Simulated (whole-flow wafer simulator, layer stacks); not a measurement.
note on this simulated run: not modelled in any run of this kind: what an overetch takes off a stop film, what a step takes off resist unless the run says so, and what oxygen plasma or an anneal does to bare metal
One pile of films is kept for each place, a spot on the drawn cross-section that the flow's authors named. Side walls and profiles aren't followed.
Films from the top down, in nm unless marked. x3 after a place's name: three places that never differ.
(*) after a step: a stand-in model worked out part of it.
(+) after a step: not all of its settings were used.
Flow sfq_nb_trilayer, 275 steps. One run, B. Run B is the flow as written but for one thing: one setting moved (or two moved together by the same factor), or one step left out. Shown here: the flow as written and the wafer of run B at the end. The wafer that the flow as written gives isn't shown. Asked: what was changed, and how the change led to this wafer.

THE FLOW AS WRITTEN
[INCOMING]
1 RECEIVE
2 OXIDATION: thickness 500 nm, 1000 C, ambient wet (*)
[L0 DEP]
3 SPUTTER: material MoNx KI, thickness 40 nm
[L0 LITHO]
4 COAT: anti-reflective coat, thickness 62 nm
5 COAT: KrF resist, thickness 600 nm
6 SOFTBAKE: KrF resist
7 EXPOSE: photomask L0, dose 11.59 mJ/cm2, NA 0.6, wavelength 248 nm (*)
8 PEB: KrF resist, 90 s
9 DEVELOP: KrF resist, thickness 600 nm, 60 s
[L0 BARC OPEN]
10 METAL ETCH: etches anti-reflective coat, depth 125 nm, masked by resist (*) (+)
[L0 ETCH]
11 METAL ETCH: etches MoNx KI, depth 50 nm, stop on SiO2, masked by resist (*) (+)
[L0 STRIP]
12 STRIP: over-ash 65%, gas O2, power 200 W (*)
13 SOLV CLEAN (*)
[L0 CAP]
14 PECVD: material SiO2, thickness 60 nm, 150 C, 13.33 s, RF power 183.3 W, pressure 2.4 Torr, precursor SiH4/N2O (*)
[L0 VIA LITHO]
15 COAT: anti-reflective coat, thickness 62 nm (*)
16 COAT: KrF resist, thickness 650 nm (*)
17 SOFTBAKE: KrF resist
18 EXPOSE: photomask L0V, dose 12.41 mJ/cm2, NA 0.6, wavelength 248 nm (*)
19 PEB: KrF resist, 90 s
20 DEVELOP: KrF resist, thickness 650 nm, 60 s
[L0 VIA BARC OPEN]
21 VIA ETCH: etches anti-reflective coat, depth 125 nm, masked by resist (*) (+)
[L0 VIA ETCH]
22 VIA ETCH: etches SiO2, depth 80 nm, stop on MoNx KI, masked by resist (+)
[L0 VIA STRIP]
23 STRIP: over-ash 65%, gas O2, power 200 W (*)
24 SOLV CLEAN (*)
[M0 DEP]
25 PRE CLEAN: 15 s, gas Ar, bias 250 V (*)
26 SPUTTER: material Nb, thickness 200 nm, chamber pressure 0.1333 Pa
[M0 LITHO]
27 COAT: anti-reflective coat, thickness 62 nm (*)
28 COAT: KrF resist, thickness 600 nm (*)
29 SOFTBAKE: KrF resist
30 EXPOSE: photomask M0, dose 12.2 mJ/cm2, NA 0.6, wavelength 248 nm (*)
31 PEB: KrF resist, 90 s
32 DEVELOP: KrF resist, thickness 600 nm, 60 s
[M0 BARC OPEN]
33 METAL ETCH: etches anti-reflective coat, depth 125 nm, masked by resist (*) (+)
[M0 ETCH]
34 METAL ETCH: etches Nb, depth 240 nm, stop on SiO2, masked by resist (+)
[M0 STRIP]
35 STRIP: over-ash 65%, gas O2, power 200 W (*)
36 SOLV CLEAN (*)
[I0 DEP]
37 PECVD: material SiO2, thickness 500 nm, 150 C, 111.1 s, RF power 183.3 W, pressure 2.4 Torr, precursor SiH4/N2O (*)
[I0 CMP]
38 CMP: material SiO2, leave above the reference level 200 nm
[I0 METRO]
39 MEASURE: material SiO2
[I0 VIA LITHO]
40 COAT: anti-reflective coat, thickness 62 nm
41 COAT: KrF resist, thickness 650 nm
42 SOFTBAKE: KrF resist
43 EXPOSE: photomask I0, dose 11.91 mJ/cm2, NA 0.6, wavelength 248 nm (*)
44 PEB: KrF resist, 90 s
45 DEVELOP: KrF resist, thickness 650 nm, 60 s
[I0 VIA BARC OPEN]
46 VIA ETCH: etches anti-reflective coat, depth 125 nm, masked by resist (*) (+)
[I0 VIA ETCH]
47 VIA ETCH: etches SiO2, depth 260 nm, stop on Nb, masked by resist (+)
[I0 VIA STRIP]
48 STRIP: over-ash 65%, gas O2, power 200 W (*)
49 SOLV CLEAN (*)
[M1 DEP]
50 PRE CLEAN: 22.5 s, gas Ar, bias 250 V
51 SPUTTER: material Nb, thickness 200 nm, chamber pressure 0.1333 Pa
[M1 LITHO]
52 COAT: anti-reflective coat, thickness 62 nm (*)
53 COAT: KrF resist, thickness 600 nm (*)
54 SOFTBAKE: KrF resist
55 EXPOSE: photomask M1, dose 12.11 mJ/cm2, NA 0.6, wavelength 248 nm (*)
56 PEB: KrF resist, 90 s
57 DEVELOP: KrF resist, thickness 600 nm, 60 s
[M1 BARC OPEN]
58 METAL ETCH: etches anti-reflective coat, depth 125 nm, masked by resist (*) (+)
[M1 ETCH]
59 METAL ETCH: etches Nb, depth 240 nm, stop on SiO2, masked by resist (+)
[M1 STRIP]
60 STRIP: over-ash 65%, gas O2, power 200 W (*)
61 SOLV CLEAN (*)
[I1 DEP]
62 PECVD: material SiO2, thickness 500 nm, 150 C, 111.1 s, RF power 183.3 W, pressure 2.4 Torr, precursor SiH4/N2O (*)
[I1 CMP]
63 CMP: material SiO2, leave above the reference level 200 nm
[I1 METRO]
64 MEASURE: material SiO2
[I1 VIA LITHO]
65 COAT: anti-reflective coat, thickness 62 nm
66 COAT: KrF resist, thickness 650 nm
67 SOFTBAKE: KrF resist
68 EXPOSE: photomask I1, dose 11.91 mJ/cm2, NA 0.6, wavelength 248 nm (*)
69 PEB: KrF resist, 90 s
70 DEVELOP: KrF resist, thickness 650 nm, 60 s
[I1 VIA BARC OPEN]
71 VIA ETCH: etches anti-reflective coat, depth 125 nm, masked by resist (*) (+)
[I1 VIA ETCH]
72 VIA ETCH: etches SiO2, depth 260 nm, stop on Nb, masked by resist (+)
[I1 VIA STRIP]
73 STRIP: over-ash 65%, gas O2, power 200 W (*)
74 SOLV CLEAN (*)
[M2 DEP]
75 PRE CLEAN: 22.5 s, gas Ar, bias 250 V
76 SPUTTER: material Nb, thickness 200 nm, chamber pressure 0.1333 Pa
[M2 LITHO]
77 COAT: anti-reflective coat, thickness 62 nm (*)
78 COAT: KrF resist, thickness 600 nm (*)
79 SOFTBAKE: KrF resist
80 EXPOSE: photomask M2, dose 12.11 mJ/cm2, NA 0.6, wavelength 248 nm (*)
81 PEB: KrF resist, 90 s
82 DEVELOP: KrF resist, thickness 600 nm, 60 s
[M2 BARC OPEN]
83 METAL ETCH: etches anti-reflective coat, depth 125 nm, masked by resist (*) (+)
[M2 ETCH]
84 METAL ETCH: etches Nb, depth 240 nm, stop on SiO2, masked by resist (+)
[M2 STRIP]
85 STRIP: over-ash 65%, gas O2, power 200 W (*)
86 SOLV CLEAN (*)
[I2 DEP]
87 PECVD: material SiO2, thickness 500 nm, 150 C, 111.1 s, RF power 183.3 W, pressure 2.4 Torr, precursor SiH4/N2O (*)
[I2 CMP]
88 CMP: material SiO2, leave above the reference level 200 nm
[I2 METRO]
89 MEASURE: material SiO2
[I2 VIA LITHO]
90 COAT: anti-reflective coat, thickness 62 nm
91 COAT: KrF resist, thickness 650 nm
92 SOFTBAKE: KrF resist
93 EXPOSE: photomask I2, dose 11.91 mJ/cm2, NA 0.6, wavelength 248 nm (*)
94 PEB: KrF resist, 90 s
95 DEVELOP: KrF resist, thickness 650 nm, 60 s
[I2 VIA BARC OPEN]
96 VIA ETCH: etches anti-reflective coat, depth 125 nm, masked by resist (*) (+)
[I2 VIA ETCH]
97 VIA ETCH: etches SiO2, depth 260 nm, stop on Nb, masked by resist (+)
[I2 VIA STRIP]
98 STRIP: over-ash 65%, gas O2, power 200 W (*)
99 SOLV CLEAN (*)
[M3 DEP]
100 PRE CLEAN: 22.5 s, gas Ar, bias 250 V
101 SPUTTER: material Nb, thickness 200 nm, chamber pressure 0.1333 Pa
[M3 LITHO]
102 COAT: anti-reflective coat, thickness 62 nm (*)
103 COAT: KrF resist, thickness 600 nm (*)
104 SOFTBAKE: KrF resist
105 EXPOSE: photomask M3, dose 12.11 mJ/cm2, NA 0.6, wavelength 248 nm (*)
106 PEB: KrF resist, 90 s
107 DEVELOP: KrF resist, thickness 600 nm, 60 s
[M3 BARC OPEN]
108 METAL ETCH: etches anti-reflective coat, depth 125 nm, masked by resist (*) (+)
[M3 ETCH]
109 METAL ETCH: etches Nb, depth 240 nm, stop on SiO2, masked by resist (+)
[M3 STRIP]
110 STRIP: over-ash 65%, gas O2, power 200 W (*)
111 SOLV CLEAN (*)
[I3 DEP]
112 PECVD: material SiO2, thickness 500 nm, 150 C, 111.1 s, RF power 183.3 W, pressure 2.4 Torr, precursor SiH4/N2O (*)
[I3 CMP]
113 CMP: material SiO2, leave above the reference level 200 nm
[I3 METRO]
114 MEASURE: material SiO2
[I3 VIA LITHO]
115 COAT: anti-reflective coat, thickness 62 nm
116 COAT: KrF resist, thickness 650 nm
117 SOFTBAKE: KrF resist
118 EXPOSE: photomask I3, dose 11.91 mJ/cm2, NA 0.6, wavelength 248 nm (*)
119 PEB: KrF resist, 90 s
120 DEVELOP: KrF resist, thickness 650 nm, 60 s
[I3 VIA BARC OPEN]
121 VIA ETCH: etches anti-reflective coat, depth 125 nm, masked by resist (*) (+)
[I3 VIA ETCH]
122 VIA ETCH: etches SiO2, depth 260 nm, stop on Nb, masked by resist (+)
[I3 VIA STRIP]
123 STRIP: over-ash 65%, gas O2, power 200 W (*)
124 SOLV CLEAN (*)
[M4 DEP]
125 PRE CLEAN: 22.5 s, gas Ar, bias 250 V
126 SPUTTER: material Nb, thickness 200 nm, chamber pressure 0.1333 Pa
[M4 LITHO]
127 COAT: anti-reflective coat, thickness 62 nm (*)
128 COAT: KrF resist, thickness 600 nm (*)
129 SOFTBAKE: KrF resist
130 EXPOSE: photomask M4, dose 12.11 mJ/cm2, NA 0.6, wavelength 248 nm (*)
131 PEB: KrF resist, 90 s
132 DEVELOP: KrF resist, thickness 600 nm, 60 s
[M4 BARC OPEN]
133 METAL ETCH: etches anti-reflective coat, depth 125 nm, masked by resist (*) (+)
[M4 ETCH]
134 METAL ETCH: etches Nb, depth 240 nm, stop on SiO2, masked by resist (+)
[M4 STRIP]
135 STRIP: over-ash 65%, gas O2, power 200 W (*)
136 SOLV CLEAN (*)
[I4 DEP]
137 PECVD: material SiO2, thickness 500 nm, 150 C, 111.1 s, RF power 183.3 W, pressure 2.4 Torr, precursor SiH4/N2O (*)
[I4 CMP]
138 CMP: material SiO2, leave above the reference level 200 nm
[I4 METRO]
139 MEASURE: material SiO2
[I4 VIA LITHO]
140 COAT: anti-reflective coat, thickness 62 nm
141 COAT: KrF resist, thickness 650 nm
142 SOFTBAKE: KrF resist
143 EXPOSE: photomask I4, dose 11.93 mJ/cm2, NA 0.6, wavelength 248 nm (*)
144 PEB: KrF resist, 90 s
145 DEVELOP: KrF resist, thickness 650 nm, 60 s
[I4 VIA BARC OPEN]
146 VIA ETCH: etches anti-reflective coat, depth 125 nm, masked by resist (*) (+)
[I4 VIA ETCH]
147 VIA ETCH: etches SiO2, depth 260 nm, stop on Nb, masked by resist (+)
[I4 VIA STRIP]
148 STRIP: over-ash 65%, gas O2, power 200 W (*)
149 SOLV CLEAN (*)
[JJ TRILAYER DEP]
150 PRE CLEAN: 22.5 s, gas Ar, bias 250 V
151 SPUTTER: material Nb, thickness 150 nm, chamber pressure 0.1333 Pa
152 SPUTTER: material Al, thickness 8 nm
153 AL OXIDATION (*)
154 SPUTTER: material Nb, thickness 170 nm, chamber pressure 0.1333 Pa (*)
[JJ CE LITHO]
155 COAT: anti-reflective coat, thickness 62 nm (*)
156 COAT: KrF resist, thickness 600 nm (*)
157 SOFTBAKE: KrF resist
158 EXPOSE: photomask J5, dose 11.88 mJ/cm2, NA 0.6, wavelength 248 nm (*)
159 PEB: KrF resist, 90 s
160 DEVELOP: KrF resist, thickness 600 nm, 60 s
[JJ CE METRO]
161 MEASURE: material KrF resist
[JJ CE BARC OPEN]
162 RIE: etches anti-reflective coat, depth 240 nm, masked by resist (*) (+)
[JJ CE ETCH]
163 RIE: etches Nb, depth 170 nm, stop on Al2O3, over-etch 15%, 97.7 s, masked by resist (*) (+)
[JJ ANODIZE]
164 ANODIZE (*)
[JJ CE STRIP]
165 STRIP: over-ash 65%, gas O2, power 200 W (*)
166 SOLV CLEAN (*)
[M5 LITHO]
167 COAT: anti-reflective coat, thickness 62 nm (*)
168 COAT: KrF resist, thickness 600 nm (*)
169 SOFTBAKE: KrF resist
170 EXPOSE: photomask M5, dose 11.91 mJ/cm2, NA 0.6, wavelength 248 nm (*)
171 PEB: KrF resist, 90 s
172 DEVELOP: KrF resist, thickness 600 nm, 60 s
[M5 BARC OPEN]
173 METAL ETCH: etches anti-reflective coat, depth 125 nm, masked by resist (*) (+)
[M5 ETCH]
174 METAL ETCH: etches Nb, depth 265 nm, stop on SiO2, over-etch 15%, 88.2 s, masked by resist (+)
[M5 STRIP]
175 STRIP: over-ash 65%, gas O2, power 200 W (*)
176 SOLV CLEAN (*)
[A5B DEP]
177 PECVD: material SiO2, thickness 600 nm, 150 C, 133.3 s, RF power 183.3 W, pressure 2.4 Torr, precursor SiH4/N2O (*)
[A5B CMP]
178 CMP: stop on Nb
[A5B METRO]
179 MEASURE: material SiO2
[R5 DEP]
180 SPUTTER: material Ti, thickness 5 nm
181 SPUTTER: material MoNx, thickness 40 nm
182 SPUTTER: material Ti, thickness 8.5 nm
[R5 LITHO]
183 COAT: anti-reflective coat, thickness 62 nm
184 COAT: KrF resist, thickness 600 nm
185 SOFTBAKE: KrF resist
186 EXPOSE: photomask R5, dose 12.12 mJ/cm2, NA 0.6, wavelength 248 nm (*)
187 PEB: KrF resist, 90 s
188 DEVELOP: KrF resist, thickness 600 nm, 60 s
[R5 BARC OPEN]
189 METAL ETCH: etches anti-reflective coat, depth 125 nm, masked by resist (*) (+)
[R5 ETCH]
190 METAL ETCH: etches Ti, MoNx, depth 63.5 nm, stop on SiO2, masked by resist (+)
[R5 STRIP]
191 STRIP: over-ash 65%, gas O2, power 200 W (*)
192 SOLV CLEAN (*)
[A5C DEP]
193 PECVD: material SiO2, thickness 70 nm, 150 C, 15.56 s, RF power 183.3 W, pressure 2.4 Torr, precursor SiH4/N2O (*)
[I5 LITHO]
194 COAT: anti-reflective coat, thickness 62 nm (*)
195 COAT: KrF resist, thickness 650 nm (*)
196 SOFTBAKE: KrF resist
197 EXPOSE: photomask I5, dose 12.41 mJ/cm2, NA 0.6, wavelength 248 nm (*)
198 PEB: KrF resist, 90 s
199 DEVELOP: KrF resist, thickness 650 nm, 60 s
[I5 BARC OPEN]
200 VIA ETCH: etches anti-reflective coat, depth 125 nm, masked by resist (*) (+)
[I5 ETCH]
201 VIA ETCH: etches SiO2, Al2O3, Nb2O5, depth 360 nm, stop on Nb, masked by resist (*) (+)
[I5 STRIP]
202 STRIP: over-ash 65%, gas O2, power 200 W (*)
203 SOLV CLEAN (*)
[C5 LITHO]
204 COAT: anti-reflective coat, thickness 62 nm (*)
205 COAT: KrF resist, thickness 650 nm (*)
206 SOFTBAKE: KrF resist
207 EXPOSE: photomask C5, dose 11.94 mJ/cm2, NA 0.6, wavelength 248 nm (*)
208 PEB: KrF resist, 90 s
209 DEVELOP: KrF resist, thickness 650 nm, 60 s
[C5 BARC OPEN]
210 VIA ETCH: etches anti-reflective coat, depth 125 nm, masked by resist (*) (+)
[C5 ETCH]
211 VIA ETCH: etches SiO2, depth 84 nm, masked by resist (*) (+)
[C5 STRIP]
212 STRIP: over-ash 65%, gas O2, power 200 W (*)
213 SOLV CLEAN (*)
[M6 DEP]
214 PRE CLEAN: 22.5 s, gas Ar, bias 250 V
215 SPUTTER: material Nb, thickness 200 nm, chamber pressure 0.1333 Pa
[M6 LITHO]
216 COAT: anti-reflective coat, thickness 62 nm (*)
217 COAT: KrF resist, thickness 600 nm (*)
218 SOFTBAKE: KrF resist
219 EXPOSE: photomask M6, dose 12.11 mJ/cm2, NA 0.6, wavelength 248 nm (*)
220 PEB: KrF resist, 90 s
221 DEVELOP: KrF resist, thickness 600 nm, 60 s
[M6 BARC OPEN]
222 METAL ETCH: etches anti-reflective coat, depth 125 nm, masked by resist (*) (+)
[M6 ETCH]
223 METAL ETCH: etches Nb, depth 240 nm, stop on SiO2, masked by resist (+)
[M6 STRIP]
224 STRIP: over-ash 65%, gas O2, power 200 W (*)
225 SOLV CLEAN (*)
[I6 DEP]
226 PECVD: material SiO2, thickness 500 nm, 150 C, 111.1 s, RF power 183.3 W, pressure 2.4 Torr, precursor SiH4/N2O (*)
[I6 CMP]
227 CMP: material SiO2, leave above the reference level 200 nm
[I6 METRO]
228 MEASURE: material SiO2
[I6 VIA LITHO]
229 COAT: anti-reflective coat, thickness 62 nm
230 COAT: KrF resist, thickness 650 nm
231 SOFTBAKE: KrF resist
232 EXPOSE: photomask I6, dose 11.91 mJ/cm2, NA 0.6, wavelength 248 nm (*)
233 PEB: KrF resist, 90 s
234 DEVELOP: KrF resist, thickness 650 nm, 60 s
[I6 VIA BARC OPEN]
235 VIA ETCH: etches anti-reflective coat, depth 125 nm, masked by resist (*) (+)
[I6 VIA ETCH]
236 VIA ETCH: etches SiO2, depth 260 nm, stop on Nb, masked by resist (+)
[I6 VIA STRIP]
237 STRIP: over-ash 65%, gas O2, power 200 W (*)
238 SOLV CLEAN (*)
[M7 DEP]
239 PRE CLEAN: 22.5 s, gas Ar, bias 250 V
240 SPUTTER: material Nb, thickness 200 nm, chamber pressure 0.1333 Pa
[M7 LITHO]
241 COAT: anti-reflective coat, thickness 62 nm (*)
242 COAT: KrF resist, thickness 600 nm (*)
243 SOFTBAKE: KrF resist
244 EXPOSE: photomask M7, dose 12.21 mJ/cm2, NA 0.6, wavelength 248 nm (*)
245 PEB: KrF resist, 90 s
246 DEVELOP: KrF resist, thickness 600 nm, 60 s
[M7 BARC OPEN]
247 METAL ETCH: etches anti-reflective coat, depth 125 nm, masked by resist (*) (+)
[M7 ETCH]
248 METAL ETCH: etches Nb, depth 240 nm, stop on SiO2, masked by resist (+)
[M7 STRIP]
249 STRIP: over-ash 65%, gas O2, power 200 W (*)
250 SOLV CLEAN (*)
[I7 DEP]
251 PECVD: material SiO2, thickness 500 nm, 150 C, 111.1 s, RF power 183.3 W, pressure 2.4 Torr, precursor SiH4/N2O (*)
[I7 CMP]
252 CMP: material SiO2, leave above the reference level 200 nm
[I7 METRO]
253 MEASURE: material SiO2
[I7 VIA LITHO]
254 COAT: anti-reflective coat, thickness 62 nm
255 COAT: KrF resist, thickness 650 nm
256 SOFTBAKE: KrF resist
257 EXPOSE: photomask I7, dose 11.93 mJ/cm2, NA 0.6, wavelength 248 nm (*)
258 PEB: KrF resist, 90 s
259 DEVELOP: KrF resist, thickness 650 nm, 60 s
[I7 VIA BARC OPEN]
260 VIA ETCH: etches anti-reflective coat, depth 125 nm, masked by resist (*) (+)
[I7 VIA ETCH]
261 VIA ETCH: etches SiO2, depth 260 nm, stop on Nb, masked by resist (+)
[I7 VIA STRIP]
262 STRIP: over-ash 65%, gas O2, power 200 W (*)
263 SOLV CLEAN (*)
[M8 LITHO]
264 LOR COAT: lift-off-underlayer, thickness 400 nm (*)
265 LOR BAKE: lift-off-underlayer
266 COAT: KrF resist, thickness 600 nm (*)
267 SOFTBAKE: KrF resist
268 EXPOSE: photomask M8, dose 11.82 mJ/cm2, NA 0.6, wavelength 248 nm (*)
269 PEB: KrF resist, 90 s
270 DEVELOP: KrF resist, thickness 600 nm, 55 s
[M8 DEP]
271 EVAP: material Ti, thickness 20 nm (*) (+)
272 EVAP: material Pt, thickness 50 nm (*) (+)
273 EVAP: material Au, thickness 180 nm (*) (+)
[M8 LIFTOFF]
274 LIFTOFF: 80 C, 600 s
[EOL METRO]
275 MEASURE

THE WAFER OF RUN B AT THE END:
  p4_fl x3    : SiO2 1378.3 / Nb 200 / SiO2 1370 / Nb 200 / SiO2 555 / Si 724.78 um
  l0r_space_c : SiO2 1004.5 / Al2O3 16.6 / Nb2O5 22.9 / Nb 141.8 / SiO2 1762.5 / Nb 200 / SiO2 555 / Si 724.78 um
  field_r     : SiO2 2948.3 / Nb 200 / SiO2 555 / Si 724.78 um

The cause: step 152, SPUTTER: thickness 10.4 nm was run, where the flow has thickness 8 nm.

How the change led to this, step by step:
  152 SPUTTER: material Al, thickness 8 nm
      field_l, v_sur, via_sp and 100 more: Al +10.4 (new film) (as written it would be: Al +8 (new film))
      via_wl, via_wr: Al +6.68 (new film) (as written it would be: Al +5.14 (new film))
      (and at 1 more place)
  164 ANODIZE (*)
      field_l, v_sur, via_sp and 96 more: Al2O3 +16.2, Nb2O5 +22.9 (new film), Al -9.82 (all of it), Nb -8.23 (as written it would be: Al2O3 +12.2, Nb2O5 +29.9 (new film), Al -7.42 (all of it), Nb -10.8)
      via_wl, via_wr: Al2O3 +10.1 (new film), Nb2O5 +34.6 (new film), Al -6.1 (all of it), Nb -12.5 (as written it would be: Al2O3 +7.52 (new film), Nb2O5 +39.2 (new film), Al -4.56 (all of it), Nb -14.1)
      (and at 1 more place)
  174 METAL ETCH: etches Nb, depth 265 nm, stop on SiO2, over-etch 15%, 88.2 s, masked by resist (+)
      field_l, r_sur, res and 50 more: Al2O3 -16.6 (all of it), Nb2O5 -22.9 (all of it), Nb -141.8 (all of it), SiO2 -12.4 (as written it would be: Al2O3 -12.6 (all of it), Nb2O5 -29.9 (all of it), Nb -139.2 (all of it), SiO2 -12.3)
  201 VIA ETCH: etches SiO2, Al2O3, Nb2O5, depth 360 nm, stop on Nb, masked by resist (*) (+)
      be: SiO2 -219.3 (all of it), Al2O3 -16.6 (all of it), Nb2O5 -22.9 (all of it) (as written it would be: SiO2 -216.4 (all of it), Al2O3 -12.7 (all of it), Nb2O5 -29.9 (all of it))
